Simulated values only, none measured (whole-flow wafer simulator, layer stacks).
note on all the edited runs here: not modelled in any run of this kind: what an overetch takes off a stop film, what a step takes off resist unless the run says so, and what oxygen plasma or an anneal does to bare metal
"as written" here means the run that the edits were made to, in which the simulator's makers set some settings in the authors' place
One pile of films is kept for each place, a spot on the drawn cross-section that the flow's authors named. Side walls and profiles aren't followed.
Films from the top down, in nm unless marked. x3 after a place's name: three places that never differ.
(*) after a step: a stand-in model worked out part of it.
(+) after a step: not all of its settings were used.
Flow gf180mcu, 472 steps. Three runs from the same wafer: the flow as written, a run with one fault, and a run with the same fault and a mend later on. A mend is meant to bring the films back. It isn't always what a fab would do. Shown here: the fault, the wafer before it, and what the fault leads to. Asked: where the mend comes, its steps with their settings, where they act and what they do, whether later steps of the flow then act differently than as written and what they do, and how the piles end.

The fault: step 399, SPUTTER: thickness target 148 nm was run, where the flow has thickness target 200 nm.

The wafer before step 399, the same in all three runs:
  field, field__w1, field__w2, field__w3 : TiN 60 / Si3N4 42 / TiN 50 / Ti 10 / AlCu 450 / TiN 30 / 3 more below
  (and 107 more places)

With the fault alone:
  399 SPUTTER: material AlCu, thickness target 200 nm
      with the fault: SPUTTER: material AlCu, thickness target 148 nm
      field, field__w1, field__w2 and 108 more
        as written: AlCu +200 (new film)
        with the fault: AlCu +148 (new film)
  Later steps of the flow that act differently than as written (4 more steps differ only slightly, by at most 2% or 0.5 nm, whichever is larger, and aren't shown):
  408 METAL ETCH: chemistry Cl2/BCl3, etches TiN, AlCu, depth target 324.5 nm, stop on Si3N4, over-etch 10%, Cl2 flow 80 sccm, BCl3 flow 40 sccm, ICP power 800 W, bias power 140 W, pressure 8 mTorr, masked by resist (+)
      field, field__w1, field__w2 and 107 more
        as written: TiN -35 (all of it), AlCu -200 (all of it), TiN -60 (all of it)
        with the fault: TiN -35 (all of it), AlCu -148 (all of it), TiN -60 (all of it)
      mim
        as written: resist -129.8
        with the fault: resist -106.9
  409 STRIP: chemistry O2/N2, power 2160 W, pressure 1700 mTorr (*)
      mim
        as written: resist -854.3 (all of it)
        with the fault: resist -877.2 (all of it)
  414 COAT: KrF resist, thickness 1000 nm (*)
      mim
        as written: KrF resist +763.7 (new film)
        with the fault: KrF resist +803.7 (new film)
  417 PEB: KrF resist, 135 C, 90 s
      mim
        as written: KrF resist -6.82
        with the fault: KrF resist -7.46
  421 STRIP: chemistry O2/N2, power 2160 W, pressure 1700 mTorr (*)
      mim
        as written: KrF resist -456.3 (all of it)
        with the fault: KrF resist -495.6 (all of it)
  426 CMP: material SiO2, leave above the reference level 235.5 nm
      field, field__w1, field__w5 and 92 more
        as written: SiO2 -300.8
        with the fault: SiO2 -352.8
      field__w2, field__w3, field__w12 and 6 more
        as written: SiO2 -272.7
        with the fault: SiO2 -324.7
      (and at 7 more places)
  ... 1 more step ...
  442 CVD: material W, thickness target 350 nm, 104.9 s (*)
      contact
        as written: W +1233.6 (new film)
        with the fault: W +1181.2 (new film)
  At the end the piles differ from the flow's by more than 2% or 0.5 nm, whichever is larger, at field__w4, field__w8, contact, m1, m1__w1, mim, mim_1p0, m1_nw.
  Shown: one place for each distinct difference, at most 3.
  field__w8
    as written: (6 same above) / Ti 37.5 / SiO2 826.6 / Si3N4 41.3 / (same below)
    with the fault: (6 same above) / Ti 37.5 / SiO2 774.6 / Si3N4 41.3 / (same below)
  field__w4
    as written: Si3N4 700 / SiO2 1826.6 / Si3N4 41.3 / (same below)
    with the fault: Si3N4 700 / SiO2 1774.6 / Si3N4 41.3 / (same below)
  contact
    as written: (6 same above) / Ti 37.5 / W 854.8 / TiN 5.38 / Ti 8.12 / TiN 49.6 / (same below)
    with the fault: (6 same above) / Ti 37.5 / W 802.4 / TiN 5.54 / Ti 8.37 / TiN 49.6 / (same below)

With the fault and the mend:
  The mend comes after step 399.
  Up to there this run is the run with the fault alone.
  399a SPUTTER: material AlCu, thickness target 52 nm (the flow's step 399 once more, with other settings)
      field, field__w1, field__w2 and 108 more
        AlCu +52
  No later step of the flow acts differently than as written at any place that is followed.
  At the end the piles are the same as the flow's at every place that both follow.
